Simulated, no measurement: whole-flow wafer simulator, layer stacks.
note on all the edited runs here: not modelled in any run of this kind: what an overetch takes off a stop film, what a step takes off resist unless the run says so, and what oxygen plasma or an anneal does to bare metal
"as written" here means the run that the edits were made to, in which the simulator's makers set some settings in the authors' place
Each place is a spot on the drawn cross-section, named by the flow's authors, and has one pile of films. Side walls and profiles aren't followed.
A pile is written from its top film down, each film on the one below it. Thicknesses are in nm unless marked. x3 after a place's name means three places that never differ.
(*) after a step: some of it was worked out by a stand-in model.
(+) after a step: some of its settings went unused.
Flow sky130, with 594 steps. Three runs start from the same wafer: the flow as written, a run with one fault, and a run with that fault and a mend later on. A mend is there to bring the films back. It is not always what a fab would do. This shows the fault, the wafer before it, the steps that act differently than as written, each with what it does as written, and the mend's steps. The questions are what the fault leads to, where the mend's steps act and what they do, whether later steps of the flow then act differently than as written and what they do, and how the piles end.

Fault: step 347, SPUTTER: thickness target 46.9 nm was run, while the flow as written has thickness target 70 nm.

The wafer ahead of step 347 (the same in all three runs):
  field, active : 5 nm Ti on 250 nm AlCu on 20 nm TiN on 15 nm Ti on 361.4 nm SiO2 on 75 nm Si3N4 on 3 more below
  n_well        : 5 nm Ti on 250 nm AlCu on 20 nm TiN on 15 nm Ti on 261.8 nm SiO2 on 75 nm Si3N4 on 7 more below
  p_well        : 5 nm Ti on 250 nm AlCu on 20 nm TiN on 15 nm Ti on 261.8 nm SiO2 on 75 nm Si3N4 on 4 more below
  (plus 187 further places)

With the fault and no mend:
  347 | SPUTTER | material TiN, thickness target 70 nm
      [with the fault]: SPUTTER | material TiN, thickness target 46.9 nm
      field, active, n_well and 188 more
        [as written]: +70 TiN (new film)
        [with the fault]: +46.9 TiN (new film)
  Steps later in the flow that act otherwise than as written (18 more steps, not shown, differ only slightly: by at most 2% or 0.5 nm, whichever is larger):
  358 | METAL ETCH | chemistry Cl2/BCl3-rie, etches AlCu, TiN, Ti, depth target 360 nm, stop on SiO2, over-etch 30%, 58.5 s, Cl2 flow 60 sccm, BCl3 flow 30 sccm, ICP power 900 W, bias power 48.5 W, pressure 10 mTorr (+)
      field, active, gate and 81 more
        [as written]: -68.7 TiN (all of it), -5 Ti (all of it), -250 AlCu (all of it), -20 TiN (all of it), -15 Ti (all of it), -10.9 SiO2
        [with the fault]: -45.6 TiN (all of it), -5 Ti (all of it), -250 AlCu (all of it), -20 TiN (all of it), -15 Ti (all of it), -13.2 SiO2
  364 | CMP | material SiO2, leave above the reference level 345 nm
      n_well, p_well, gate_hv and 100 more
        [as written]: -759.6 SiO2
        [with the fault]: -736.5 SiO2
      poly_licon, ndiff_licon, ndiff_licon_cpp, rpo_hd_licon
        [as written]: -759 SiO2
        [with the fault]: -735.9 SiO2
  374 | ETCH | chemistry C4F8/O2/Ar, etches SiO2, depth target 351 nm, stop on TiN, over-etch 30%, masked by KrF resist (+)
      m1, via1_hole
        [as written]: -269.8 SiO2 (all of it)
        [with the fault]: -292.9 SiO2 (all of it)
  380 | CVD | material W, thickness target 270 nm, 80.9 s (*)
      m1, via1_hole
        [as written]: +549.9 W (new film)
        [with the fault]: +573.4 W (new film)
  The piles end different from the flow's at n_well, p_well, gate_hv and 104 more by more than 2% or 0.5 nm, whichever is larger.
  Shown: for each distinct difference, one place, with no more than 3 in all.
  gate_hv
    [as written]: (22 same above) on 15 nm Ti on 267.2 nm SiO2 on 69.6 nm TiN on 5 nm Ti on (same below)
    [with the fault]: (22 same above) on 15 nm Ti on 290.3 nm SiO2 on 46.5 nm TiN on 5 nm Ti on (same below)
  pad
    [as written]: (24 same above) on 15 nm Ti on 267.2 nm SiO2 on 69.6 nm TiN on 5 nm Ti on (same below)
    [with the fault]: (24 same above) on 15 nm Ti on 290.3 nm SiO2 on 46.5 nm TiN on 5 nm Ti on (same below)
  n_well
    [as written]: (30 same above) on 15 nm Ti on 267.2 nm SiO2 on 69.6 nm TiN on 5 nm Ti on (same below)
    [with the fault]: (30 same above) on 15 nm Ti on 290.3 nm SiO2 on 46.5 nm TiN on 5 nm Ti on (same below)

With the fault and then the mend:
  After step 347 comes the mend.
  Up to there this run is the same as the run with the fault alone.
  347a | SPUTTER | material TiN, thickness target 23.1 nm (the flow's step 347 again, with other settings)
      field, active, n_well and 188 more
        +23.1 TiN
  Every later step of the flow that is run acts as written, at every place that is followed, to within 2% or 0.5 nm, whichever is larger.
  By the end, the piles equal the flow's at every place that both follow.
